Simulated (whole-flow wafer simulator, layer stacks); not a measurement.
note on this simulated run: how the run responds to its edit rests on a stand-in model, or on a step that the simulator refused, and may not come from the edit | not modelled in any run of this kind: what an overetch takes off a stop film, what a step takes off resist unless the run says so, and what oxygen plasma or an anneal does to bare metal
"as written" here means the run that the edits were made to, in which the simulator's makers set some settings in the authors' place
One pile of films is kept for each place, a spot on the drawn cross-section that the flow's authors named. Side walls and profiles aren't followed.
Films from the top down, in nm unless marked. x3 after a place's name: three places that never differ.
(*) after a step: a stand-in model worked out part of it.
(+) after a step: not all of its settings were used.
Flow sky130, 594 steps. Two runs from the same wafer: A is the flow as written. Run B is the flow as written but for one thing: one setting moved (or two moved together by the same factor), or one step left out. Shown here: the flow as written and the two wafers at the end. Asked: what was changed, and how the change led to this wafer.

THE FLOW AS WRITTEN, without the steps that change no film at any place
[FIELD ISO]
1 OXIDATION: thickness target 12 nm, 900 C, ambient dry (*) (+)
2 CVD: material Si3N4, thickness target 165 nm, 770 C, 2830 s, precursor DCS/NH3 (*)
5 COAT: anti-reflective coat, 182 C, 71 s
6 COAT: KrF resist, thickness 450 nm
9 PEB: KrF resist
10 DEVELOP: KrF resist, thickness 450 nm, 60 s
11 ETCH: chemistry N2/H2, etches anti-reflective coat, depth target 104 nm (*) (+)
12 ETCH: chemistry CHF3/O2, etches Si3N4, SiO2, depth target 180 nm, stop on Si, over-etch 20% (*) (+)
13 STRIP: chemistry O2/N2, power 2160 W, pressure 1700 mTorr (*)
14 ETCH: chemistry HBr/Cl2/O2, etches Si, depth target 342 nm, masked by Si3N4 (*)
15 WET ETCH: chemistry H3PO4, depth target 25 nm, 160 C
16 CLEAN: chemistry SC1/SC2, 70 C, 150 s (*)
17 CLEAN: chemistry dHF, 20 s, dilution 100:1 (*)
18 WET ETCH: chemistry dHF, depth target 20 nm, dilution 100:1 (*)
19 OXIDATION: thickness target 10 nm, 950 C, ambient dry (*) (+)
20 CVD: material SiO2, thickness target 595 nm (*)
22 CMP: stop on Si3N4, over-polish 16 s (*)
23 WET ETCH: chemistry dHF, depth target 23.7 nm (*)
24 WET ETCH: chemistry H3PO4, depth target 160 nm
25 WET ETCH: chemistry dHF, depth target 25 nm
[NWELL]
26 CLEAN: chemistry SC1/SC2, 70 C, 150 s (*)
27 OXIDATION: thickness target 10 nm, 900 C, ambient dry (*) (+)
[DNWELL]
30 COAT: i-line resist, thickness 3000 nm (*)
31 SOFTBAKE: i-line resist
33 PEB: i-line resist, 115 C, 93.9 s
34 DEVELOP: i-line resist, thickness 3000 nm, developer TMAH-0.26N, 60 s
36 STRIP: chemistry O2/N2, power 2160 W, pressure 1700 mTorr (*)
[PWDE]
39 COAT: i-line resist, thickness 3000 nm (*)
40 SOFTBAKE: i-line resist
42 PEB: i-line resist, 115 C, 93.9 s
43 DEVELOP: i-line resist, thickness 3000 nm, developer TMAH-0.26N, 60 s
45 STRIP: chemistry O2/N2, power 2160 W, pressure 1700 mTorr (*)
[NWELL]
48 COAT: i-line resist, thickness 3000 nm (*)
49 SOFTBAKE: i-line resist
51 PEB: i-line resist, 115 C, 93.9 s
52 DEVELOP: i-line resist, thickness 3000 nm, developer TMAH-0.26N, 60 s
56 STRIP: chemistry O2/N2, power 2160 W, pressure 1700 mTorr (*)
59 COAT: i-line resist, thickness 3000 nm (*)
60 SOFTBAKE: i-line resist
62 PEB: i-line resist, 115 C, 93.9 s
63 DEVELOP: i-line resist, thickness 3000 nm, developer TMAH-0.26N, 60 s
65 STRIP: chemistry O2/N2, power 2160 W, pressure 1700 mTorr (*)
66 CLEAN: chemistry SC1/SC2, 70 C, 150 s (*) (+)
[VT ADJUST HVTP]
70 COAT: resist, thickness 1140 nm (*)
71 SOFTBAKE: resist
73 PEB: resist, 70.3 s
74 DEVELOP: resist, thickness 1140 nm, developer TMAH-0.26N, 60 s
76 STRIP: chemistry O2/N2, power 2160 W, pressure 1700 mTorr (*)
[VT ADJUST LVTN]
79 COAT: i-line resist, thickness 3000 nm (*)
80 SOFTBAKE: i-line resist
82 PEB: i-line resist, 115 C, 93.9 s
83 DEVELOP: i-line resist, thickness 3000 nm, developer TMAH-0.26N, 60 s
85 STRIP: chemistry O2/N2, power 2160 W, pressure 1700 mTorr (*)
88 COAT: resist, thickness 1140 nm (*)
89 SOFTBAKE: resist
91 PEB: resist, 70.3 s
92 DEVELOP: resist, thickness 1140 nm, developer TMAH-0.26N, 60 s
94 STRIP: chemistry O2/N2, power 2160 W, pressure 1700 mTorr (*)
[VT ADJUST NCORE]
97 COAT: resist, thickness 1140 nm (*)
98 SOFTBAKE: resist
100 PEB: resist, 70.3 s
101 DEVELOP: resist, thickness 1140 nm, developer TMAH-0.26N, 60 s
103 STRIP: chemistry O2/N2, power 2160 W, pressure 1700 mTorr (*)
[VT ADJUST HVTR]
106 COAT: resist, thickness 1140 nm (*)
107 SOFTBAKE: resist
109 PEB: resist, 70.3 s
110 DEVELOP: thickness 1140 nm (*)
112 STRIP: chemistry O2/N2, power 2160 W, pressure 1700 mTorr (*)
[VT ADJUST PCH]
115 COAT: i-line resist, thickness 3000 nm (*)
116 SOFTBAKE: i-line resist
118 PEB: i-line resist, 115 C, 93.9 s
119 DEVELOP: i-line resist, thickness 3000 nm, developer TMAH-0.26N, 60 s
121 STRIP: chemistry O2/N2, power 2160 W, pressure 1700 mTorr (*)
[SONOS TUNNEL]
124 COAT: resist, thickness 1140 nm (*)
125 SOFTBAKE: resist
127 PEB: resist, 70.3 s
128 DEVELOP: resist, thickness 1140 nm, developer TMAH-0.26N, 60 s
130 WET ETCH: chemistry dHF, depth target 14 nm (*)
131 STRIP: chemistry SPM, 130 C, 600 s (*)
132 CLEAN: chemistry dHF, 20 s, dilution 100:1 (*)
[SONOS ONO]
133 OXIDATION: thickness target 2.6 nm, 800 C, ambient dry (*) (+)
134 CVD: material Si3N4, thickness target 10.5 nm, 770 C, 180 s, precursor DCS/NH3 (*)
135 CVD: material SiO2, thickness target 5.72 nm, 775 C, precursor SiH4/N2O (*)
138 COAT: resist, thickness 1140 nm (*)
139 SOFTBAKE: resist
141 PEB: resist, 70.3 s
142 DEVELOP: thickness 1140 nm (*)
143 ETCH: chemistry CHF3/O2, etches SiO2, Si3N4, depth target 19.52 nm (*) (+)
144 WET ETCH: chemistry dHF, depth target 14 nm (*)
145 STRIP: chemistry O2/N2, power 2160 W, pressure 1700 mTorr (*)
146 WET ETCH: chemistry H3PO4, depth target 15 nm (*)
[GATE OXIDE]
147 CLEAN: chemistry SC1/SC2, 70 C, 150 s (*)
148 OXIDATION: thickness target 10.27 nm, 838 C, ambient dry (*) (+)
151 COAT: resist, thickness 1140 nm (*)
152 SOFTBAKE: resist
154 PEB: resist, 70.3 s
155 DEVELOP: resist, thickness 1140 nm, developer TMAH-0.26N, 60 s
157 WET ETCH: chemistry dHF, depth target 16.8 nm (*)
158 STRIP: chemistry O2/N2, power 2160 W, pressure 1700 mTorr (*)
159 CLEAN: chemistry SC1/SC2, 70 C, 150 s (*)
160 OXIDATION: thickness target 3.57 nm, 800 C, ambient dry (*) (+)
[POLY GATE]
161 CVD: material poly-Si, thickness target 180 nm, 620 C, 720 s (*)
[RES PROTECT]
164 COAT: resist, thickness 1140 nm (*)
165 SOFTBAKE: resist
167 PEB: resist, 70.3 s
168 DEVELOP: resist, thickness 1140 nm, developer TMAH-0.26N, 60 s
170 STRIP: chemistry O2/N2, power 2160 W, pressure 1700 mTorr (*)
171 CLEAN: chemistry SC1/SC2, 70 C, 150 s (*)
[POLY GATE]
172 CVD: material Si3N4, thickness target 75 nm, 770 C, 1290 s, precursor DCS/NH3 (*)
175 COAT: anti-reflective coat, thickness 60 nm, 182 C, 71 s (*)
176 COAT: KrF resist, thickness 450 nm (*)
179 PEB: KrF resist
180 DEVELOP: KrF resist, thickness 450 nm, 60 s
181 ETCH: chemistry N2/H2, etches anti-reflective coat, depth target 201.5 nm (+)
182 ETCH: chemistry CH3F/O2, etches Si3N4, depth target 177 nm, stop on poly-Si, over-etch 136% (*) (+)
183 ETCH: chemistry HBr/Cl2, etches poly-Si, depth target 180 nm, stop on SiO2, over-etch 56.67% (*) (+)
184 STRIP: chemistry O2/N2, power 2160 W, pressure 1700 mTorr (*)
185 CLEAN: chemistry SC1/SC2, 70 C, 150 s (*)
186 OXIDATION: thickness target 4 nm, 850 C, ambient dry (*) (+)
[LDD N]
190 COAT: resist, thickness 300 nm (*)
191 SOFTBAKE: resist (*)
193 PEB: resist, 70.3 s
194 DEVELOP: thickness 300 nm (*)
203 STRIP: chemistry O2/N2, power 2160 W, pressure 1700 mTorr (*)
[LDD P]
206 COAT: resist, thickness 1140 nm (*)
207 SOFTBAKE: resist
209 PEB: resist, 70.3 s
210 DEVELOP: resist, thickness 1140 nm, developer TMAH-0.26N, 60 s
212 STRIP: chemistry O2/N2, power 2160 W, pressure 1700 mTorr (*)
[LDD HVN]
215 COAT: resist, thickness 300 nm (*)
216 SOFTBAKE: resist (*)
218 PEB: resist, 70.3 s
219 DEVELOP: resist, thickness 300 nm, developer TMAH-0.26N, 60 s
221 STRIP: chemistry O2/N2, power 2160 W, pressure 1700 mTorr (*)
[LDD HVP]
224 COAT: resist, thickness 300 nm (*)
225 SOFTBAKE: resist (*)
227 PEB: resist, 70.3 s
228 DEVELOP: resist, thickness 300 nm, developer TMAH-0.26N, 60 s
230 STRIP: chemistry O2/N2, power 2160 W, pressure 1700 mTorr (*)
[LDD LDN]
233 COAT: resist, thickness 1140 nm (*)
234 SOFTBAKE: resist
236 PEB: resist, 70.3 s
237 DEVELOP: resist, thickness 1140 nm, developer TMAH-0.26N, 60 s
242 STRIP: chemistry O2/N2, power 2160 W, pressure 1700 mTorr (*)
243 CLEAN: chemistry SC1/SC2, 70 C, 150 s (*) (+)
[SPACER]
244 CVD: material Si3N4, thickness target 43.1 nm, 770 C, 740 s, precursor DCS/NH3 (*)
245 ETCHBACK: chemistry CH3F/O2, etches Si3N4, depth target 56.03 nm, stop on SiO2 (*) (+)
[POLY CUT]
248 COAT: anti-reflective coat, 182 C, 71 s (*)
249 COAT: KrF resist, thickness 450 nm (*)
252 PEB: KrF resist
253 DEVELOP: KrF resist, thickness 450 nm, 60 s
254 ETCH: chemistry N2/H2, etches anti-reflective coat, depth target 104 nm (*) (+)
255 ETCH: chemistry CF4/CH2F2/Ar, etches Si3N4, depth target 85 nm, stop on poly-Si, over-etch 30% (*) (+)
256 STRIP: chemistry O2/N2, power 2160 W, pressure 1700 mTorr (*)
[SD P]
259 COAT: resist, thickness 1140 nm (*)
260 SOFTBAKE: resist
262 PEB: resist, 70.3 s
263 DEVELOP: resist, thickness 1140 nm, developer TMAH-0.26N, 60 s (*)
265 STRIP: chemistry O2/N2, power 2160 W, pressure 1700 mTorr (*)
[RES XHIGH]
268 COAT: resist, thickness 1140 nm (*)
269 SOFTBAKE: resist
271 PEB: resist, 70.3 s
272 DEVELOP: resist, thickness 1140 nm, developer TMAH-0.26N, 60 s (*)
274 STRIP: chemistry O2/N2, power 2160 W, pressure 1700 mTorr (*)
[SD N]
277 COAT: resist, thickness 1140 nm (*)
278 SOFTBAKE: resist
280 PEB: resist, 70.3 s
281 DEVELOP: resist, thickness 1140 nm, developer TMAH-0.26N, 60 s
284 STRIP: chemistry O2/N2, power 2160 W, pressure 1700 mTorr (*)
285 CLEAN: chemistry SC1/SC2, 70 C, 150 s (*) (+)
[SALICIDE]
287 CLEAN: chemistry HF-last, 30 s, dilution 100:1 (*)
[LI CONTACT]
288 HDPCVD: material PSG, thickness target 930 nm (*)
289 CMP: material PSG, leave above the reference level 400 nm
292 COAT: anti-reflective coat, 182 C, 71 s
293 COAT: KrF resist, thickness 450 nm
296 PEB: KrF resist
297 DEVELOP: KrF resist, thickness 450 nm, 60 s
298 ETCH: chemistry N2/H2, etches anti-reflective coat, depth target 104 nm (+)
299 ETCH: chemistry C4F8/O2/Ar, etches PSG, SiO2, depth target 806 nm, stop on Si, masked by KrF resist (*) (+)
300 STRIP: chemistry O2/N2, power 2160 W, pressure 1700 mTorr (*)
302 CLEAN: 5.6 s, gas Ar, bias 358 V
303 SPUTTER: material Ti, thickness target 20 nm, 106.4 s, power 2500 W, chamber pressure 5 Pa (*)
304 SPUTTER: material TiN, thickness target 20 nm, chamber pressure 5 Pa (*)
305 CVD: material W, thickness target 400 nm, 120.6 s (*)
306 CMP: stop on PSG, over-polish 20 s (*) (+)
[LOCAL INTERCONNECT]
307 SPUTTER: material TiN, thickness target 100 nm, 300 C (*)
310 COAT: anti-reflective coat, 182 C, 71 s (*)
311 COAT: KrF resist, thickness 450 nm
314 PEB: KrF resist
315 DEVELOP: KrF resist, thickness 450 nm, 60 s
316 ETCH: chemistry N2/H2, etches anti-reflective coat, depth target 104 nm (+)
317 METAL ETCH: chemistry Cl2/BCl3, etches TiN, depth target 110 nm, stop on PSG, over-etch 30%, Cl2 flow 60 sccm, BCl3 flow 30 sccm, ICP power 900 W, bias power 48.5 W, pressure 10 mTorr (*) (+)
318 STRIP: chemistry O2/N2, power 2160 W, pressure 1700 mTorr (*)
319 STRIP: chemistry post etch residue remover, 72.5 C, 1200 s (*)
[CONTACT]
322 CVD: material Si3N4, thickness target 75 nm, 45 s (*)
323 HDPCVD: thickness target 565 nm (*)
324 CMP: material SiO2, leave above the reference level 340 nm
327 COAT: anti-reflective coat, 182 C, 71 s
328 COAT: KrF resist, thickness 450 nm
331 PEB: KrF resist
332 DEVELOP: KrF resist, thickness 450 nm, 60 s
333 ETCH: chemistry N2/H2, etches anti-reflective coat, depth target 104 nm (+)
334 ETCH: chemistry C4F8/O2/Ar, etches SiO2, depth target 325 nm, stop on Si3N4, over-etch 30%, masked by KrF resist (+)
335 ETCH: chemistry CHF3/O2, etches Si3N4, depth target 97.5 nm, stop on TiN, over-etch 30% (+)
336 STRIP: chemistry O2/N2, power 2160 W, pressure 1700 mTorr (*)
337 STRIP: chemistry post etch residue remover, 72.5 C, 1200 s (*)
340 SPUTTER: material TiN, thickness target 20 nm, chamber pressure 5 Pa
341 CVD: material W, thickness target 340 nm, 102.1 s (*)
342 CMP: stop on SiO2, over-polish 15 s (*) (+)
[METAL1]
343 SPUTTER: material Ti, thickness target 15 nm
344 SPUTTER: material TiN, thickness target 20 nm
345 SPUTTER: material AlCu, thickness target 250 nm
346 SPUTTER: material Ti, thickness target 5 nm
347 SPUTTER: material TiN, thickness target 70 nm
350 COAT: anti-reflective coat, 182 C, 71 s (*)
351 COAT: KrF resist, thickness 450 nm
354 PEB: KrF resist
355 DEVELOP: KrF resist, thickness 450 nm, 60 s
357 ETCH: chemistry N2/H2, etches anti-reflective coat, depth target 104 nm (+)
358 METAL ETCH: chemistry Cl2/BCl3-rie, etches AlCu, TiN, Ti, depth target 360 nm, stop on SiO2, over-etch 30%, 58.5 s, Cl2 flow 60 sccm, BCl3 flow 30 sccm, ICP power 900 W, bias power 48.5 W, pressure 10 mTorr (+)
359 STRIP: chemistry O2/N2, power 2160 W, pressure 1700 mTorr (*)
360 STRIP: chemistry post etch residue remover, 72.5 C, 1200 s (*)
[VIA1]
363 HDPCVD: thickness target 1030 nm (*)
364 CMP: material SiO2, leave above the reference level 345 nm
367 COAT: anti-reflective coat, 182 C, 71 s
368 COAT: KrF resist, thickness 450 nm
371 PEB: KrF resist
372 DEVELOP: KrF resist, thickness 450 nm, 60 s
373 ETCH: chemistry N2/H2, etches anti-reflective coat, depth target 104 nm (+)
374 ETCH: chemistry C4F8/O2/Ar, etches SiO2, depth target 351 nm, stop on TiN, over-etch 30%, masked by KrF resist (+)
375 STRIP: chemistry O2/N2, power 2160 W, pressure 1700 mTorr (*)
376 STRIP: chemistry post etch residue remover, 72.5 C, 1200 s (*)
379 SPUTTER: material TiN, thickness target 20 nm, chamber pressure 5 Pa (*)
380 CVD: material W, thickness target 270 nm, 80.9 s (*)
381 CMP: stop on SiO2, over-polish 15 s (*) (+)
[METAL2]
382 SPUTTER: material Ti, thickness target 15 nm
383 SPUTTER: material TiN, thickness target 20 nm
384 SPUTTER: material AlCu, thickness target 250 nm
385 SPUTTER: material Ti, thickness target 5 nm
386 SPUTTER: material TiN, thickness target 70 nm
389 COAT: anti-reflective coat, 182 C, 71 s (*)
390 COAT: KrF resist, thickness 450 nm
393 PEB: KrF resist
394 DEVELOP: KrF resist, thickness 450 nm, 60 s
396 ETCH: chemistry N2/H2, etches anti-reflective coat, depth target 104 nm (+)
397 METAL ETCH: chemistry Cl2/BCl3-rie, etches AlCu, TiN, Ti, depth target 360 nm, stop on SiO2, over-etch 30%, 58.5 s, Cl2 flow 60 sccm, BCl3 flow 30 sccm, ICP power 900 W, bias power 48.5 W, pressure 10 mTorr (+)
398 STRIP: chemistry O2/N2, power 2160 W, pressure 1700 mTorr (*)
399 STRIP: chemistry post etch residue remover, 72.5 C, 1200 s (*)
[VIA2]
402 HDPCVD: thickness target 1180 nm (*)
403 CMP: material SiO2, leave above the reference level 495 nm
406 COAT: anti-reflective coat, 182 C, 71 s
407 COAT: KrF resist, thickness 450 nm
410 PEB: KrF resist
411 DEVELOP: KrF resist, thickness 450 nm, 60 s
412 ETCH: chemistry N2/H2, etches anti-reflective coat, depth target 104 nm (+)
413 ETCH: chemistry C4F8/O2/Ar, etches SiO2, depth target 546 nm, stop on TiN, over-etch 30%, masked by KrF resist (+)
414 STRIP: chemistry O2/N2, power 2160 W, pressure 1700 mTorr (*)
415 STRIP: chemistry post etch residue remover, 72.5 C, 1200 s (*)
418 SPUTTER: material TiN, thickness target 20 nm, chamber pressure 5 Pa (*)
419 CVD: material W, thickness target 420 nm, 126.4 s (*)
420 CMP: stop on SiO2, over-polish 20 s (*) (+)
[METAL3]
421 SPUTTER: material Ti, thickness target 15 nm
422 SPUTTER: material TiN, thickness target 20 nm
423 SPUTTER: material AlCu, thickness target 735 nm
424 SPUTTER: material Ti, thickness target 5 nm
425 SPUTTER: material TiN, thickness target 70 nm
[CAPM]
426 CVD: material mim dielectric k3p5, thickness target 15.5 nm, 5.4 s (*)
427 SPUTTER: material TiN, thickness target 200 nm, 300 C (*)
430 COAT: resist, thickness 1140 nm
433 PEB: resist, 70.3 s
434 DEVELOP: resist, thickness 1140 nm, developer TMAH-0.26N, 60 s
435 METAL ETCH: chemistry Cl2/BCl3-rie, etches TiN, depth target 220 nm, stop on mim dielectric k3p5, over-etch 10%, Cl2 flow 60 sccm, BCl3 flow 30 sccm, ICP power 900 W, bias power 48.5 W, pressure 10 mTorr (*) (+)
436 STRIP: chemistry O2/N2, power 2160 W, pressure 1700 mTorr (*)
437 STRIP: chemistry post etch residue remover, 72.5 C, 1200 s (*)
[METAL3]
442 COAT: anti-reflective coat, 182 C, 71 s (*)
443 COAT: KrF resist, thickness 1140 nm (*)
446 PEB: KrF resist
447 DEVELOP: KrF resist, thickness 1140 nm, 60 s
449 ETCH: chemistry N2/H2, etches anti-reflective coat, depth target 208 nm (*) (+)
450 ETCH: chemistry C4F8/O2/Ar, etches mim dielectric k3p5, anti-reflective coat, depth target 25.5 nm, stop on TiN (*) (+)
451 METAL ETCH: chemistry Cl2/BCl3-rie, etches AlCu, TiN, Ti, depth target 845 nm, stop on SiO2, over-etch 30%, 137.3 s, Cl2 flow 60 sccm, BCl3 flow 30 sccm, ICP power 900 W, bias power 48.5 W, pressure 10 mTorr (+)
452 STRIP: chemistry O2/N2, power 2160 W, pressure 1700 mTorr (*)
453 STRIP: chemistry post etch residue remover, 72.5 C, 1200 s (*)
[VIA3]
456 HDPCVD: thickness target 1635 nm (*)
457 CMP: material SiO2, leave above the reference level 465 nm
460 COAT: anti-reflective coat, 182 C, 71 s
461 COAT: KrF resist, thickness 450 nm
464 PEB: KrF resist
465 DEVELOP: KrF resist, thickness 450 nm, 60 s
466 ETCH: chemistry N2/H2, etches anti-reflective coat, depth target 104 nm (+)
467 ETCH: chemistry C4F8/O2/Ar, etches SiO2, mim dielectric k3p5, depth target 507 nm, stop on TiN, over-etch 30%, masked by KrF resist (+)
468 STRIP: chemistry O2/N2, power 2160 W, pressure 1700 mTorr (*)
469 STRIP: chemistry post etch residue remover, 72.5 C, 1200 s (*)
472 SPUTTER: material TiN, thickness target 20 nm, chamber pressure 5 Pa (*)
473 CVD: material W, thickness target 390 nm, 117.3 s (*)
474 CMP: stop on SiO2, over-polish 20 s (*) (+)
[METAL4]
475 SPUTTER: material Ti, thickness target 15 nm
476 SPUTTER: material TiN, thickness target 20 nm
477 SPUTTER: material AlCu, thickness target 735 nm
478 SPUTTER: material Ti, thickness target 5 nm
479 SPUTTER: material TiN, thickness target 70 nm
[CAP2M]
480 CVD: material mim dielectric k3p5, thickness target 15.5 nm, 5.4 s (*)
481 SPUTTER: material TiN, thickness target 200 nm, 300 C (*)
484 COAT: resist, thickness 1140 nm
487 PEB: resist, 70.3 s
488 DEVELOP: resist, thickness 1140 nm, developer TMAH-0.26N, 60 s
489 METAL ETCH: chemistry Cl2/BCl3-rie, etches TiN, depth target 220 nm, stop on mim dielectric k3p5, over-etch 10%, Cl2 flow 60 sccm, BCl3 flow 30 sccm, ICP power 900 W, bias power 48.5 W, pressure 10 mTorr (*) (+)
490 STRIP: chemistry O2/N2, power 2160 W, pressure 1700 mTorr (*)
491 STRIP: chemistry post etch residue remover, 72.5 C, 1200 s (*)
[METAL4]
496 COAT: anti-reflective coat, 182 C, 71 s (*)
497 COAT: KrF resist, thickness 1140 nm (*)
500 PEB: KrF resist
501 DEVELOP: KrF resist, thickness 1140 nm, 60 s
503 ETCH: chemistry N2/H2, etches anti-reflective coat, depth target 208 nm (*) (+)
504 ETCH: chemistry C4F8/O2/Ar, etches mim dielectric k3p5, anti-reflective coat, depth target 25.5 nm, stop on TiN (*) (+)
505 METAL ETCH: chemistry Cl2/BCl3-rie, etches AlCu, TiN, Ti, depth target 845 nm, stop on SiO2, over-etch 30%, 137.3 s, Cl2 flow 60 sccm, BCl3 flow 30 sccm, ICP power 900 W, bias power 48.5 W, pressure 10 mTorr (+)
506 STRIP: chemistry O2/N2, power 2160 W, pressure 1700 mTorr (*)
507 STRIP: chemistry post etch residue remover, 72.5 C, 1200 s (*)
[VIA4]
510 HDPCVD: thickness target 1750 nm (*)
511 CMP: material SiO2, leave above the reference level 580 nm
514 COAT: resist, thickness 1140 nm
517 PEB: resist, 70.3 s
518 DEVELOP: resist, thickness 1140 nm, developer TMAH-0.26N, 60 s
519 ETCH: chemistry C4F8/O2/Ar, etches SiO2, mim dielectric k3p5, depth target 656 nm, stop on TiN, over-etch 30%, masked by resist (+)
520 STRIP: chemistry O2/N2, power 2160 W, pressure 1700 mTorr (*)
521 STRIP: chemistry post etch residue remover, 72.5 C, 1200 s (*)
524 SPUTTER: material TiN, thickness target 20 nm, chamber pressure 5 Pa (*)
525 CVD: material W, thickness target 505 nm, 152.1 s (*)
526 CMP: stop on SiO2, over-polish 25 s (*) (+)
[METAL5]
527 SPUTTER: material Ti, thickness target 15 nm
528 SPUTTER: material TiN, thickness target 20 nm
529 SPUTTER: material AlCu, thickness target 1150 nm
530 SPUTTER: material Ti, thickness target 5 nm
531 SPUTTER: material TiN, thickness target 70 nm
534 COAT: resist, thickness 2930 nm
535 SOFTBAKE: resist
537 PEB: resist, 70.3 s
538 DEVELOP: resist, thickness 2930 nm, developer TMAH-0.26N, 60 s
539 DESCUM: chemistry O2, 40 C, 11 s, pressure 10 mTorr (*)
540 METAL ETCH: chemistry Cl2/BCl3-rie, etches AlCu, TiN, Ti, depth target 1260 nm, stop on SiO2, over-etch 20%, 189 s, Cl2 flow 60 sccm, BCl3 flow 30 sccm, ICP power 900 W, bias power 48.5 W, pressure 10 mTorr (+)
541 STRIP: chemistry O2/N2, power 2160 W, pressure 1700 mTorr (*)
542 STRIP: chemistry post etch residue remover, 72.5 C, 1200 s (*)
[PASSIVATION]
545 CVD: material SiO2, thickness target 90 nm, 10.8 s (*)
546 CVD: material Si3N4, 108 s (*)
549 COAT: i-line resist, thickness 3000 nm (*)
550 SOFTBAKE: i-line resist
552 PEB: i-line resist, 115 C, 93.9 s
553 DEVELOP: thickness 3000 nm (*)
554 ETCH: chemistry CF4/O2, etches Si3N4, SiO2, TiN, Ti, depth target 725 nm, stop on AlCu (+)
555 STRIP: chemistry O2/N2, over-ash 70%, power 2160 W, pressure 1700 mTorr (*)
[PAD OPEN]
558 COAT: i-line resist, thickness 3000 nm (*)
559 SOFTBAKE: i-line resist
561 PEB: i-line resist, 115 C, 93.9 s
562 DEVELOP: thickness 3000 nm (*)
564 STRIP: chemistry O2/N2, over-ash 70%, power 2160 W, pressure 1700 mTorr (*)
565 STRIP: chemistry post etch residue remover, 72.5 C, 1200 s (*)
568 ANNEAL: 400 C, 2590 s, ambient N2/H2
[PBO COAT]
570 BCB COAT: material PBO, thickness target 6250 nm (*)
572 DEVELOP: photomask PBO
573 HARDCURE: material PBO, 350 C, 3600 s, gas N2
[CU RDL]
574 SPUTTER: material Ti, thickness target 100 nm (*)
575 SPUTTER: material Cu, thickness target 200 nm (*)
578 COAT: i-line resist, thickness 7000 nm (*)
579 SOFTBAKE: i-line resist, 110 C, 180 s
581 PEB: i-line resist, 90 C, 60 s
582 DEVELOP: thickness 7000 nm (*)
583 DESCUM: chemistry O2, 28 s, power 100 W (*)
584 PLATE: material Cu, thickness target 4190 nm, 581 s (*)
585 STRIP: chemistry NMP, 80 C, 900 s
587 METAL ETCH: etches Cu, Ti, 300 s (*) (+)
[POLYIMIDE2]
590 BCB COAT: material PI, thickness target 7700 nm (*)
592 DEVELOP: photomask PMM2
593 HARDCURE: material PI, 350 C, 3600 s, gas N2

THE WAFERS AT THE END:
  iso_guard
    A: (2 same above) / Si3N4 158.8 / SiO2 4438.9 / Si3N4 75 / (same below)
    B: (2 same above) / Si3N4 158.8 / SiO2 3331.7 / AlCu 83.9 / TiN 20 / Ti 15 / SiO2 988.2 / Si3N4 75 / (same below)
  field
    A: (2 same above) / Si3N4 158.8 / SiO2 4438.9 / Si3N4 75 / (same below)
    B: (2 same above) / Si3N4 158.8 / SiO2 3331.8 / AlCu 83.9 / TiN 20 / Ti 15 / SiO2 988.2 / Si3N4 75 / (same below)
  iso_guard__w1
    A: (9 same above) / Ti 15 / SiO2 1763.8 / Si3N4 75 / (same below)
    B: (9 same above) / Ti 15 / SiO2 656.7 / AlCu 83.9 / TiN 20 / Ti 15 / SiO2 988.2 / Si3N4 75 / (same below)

The cause: step 397, METAL ETCH: depth target 180 nm was run, where the flow has depth target 360 nm; step 397, METAL ETCH: 29.2 s was run, where the flow has 58.5 s.

How the change led to this, step by step:
  397 METAL ETCH: chemistry Cl2/BCl3-rie, etches AlCu, TiN, Ti, depth target 360 nm, stop on SiO2, over-etch 30%, 58.5 s, Cl2 flow 60 sccm, BCl3 flow 30 sccm, ICP power 900 W, bias power 48.5 W, pressure 10 mTorr (+)
      field, active, gate and 82 more: A TiN -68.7 (all of it), Ti -5 (all of it), AlCu -250 (all of it), TiN -20 (all of it), Ti -15 (all of it), SiO2 -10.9 | B TiN -68.7 (all of it), Ti -5 (all of it), AlCu -160.3
      n_well, p_well, gate_hv and 103 more: A KrF resist -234 | B KrF resist -117
  398 STRIP: chemistry O2/N2, power 2160 W, pressure 1700 mTorr (*)
      n_well, p_well, gate_hv and 101 more: A KrF resist -143.8 (all of it), anti-reflective coat -80 (all of it) | B KrF resist -260.8 (all of it), anti-reflective coat -80 (all of it)
      m1, via1_hole: A KrF resist -143.9 (all of it), anti-reflective coat -80.4 (all of it) | B KrF resist -260.9 (all of it), anti-reflective coat -80.4 (all of it)
  399 STRIP: chemistry post etch residue remover, 72.5 C, 1200 s (*)
      field, active, gate and 82 more: A nothing | B AlCu -5.72
  402 HDPCVD: thickness target 1180 nm (*)
      field, active, gate and 82 more: A SiO2 +1180 | B SiO2 +1180 (new film)
  403 CMP: material SiO2, leave above the reference level 495 nm
      field, active, gate and 82 more: A SiO2 -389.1 | B SiO2 -518.9
Counting metal films that touch as one body, iso_guard has 1 body; the flow as written gives 0 bodies.
Counting metal films that touch as one body, field has 1 body; the flow as written gives 0 bodies.
Counting metal films that touch as one body, iso_guard__w1 has 2 bodies (between them, from the top down: SiO2 656.7); the flow as written gives 1 body.
